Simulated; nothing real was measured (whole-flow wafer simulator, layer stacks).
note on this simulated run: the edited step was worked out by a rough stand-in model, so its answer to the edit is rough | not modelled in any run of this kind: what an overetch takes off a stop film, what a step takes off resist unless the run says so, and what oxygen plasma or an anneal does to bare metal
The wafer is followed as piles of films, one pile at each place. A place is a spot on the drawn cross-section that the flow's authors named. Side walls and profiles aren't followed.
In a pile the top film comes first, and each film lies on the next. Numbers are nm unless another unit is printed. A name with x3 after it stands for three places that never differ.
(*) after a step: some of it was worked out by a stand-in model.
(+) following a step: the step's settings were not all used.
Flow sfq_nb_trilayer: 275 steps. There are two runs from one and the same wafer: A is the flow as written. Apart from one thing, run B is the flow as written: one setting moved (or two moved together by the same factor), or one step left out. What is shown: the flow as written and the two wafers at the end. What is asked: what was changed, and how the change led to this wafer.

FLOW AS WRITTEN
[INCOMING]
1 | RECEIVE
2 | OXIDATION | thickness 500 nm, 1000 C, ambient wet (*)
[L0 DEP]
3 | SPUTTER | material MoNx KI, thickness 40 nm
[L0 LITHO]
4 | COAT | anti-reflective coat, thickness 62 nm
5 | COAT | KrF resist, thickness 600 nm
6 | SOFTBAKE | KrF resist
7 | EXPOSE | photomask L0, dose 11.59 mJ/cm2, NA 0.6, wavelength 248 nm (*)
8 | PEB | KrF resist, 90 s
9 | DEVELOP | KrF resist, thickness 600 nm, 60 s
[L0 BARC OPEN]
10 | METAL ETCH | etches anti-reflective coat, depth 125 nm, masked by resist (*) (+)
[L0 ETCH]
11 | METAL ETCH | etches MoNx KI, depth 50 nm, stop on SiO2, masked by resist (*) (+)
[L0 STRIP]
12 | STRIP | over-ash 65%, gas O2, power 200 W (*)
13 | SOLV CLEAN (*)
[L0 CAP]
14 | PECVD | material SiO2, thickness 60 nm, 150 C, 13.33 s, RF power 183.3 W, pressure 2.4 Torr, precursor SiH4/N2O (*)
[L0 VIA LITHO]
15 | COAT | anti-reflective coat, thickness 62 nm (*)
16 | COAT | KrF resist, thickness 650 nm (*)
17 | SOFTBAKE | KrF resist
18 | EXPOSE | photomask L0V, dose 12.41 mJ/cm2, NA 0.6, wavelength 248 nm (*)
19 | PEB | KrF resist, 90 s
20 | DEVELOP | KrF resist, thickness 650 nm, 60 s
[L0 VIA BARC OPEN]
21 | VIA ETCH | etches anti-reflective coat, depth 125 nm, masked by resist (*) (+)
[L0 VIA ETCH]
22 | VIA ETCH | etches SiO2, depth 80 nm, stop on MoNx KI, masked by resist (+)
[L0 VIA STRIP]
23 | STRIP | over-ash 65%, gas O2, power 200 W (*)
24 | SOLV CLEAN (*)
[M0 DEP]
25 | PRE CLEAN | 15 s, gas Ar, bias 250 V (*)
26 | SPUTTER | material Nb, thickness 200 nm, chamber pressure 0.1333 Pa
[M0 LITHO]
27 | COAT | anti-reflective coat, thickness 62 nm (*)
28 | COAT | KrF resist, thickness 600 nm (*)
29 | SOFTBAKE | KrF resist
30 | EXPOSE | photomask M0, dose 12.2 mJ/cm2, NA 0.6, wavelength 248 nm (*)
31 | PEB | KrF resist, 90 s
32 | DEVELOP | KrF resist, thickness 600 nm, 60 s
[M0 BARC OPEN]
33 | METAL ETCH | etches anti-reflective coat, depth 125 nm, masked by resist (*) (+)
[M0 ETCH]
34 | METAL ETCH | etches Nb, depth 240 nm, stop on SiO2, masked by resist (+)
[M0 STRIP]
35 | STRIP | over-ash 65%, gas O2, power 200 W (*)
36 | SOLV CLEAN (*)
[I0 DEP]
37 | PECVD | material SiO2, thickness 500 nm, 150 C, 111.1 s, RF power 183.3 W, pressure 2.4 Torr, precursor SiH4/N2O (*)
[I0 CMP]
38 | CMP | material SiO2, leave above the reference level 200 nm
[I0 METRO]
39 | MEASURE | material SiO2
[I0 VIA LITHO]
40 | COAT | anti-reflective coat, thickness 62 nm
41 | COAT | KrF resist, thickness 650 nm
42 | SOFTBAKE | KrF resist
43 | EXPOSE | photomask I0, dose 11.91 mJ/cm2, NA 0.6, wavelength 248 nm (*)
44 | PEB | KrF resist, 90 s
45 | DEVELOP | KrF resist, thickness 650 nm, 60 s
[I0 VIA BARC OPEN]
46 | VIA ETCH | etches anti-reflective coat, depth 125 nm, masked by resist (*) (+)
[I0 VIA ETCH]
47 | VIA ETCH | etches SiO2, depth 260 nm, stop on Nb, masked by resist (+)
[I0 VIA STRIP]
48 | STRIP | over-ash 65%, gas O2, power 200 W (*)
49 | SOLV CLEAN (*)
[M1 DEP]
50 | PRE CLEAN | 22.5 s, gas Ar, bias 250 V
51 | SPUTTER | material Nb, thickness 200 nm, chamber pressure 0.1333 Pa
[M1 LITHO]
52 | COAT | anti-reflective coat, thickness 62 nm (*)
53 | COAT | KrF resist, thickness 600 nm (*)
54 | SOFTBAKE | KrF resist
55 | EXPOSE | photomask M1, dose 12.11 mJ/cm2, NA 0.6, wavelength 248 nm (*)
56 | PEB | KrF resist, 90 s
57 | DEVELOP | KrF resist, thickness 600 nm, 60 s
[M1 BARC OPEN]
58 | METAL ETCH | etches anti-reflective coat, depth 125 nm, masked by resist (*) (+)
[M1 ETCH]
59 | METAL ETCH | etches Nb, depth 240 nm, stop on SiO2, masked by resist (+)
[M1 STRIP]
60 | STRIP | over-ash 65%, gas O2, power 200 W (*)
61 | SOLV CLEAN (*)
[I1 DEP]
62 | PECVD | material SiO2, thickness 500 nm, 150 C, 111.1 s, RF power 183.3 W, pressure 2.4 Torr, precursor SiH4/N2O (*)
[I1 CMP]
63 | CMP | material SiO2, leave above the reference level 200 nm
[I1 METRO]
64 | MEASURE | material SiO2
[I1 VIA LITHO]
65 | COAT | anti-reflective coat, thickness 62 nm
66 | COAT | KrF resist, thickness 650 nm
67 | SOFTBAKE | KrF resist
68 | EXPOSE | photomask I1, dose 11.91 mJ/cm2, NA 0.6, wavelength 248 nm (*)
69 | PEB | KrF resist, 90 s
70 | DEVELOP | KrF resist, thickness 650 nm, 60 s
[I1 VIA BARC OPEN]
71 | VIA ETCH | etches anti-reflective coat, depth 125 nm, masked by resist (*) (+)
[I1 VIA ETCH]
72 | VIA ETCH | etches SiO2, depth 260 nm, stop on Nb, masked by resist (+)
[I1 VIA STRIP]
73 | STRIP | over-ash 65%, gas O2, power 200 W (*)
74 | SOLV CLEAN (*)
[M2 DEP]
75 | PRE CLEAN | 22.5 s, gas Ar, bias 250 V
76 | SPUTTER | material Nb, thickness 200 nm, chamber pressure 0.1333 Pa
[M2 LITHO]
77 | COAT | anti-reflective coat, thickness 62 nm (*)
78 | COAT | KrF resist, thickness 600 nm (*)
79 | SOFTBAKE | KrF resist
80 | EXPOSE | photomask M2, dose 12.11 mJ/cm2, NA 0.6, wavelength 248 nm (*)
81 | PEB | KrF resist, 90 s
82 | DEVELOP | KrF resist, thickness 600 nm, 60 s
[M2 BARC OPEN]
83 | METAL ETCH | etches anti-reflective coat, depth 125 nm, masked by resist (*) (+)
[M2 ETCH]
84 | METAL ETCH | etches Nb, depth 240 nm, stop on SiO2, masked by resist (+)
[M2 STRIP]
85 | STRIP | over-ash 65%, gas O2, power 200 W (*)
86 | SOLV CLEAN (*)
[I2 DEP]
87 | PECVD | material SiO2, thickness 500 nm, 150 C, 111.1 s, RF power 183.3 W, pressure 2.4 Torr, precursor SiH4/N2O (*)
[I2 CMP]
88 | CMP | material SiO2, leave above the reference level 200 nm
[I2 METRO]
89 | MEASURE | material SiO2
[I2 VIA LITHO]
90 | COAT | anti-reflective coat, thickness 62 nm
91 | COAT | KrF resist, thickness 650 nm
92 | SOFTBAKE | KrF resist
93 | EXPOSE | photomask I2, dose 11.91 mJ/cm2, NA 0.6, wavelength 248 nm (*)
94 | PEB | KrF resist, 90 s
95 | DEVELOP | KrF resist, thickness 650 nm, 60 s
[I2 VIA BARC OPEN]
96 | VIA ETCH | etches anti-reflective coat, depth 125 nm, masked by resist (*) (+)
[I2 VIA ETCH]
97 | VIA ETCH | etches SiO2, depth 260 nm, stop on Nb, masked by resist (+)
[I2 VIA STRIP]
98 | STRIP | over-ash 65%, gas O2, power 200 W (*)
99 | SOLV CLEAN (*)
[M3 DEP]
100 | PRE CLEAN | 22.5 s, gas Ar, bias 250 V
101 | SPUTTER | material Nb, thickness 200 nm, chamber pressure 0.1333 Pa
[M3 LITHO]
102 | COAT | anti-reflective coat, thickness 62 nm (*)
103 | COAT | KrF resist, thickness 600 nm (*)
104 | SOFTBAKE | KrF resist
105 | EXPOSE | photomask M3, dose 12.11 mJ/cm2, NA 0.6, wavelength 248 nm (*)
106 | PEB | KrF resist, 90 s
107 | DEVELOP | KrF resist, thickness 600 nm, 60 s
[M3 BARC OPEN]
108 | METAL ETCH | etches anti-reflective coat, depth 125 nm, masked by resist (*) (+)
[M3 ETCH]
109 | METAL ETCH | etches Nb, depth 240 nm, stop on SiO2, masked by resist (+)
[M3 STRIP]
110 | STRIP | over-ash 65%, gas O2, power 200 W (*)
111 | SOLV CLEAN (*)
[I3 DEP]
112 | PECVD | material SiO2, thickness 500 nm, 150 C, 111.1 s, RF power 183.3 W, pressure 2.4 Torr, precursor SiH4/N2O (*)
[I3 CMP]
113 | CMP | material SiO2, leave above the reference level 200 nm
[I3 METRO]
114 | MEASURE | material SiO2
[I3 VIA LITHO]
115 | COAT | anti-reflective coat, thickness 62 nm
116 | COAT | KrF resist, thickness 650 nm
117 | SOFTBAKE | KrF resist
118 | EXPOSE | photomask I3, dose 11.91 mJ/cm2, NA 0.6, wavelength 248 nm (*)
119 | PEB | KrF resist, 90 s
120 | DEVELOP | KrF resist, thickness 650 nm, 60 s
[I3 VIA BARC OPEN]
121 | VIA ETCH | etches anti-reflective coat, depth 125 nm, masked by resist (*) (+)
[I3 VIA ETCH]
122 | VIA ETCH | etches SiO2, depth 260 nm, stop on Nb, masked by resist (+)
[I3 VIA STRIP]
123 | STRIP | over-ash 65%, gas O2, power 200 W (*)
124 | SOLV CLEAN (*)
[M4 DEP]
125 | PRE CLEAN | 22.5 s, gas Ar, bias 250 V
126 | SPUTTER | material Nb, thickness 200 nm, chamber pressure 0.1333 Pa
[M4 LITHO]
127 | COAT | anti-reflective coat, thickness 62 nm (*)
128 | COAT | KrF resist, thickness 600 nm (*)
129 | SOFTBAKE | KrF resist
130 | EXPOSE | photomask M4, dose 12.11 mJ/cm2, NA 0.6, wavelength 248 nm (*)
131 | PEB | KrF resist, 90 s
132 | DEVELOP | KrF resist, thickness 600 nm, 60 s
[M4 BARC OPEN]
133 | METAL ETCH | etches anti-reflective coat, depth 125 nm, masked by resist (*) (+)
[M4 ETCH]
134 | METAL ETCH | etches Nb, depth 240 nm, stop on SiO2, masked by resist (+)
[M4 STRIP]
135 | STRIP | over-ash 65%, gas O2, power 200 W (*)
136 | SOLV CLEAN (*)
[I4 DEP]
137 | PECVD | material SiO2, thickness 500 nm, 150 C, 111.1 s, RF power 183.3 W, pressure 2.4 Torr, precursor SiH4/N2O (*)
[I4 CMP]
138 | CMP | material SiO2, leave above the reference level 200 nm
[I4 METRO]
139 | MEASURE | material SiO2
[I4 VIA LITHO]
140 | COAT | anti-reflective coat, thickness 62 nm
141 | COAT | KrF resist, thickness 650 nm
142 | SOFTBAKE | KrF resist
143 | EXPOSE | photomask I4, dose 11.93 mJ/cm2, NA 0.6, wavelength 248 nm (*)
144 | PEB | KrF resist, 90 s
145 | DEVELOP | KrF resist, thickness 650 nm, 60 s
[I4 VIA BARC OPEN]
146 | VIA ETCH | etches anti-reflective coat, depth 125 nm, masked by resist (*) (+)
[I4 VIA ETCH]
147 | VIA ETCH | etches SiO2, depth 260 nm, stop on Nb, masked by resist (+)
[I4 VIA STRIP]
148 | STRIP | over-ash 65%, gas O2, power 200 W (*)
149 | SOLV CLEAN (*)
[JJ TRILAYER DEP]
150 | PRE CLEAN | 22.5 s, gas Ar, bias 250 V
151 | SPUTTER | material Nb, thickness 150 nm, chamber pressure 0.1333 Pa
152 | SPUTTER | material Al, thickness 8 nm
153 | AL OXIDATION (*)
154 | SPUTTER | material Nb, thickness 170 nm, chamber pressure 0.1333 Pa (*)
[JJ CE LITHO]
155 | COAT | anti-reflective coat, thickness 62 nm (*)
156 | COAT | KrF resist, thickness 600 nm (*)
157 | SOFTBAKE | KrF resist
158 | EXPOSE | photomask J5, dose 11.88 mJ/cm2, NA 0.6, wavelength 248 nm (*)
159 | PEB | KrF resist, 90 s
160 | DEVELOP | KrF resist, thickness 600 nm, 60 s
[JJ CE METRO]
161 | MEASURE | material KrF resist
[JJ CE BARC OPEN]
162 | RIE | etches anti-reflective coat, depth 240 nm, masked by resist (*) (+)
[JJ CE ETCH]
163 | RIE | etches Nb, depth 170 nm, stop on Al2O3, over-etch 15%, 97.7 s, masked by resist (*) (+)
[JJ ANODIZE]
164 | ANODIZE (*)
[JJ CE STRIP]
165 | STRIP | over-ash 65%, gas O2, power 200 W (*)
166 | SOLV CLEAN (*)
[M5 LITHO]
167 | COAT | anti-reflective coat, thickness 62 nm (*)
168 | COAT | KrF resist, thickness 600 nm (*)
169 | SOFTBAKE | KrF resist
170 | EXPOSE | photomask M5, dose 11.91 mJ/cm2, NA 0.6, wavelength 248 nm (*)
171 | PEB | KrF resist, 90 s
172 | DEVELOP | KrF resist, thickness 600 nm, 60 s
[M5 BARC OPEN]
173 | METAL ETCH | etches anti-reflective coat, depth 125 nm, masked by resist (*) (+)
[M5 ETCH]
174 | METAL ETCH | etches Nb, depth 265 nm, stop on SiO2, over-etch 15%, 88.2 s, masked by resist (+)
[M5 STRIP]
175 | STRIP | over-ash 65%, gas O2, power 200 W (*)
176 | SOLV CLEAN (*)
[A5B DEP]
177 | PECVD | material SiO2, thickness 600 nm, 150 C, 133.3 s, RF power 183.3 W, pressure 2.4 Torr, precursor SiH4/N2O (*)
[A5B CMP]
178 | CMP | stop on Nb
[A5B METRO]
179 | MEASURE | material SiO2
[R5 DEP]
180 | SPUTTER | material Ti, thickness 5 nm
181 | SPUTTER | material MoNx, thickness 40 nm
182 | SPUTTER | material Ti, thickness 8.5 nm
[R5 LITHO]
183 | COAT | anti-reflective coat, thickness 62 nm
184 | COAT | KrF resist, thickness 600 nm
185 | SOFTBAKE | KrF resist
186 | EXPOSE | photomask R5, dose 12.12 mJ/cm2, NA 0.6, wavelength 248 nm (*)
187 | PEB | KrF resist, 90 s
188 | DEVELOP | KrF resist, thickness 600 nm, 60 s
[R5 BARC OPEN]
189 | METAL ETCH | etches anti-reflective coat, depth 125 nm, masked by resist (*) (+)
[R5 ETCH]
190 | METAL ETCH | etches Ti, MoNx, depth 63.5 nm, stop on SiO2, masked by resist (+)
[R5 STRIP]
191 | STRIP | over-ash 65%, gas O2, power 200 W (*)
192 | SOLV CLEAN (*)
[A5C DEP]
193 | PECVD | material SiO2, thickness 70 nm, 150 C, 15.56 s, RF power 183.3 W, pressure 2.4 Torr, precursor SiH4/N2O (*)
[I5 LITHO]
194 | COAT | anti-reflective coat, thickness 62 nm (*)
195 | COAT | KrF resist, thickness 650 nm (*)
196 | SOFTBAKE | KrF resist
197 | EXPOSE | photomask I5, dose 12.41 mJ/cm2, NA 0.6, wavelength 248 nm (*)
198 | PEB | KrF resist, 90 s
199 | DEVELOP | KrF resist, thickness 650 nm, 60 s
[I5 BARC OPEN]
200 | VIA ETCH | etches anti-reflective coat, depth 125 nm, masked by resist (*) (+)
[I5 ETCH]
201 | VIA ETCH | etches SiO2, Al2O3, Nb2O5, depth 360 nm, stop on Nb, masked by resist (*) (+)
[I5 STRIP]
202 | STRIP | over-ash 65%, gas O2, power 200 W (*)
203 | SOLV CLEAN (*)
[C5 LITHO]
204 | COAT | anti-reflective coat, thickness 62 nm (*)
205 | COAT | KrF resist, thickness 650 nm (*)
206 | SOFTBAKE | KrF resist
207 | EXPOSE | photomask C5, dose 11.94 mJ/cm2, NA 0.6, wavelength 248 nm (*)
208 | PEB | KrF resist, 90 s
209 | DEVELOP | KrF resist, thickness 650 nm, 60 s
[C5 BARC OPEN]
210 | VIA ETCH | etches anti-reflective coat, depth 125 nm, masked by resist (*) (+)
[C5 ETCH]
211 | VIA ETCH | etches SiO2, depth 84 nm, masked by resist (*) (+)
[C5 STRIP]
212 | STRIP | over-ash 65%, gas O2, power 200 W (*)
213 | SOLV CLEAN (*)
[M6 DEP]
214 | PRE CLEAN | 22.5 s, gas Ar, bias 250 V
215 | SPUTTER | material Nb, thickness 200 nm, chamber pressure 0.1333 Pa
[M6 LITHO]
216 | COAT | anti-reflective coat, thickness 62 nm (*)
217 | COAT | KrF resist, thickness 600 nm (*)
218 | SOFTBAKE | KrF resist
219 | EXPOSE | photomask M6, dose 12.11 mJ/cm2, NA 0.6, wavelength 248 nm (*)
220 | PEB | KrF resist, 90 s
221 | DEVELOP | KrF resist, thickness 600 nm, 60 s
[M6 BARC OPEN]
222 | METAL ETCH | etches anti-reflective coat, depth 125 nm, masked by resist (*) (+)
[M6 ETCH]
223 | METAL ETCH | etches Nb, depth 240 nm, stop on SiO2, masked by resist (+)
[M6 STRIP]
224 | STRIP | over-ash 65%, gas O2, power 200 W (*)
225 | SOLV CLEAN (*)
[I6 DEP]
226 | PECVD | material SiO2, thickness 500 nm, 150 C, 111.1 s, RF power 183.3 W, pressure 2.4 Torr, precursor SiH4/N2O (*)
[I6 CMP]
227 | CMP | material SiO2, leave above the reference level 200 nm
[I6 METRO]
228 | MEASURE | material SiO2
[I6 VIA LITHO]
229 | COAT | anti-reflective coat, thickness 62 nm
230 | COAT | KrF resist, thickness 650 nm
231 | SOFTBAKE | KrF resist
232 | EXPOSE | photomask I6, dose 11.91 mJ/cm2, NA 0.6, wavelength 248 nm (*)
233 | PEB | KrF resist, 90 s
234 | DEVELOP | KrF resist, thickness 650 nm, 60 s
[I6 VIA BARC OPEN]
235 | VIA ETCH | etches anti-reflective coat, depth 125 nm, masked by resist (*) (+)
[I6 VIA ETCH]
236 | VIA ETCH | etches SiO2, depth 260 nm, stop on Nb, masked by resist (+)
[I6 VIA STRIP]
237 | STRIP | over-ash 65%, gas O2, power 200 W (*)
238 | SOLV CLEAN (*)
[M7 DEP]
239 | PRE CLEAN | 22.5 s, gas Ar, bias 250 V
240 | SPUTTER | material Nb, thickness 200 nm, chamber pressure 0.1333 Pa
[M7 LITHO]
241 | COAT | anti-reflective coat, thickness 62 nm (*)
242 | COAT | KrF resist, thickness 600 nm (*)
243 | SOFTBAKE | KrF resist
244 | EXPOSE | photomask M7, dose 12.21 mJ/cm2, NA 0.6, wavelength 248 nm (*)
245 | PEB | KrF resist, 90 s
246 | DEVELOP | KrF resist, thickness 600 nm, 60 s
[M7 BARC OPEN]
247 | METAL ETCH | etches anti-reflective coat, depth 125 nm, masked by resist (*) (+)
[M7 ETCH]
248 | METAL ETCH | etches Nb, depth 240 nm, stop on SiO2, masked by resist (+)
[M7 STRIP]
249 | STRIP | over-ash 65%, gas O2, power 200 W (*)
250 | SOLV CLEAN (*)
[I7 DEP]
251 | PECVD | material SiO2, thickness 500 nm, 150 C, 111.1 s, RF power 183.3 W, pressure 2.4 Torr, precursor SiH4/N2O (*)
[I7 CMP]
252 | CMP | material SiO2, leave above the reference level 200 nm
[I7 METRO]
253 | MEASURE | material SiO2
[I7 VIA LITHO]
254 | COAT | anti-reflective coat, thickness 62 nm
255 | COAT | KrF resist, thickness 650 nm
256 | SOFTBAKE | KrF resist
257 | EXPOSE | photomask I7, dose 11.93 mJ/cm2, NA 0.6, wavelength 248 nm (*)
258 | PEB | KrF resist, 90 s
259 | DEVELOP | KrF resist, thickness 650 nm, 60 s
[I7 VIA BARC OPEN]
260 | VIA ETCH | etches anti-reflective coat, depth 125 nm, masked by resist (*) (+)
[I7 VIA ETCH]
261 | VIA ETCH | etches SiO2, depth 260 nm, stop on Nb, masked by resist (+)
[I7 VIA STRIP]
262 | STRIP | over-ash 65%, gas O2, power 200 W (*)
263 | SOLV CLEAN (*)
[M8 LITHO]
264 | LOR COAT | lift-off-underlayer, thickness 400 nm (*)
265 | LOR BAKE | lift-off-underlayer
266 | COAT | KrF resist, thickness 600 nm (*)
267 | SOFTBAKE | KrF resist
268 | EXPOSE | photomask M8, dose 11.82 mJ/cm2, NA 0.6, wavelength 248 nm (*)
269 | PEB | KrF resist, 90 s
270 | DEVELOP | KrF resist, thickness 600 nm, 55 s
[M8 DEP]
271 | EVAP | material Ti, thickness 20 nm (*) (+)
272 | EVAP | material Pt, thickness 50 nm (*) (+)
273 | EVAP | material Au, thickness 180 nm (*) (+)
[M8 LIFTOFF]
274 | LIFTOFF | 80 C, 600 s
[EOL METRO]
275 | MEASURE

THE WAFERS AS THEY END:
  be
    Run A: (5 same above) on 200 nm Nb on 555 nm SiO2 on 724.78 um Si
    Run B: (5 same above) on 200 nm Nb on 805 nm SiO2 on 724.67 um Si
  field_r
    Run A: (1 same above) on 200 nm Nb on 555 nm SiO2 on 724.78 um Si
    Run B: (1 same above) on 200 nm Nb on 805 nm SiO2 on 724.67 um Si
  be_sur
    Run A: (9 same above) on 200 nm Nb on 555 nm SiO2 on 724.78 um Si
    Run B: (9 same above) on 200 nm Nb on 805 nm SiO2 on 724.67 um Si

What caused this: step 2, OXIDATION: thickness 750 nm was run, though the flow has thickness 500 nm.

Step by step, how the change led to this:
  2 | OXIDATION | thickness 500 nm, 1000 C, ambient wet (*)
      field_l, v_sur, via_wl and 103 more: A +500 SiO2 (new film), -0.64 chemical SiO2 (all of it), -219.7 Si | B +750 SiO2 (new film), -0.64 chemical SiO2 (all of it), -329.7 Si
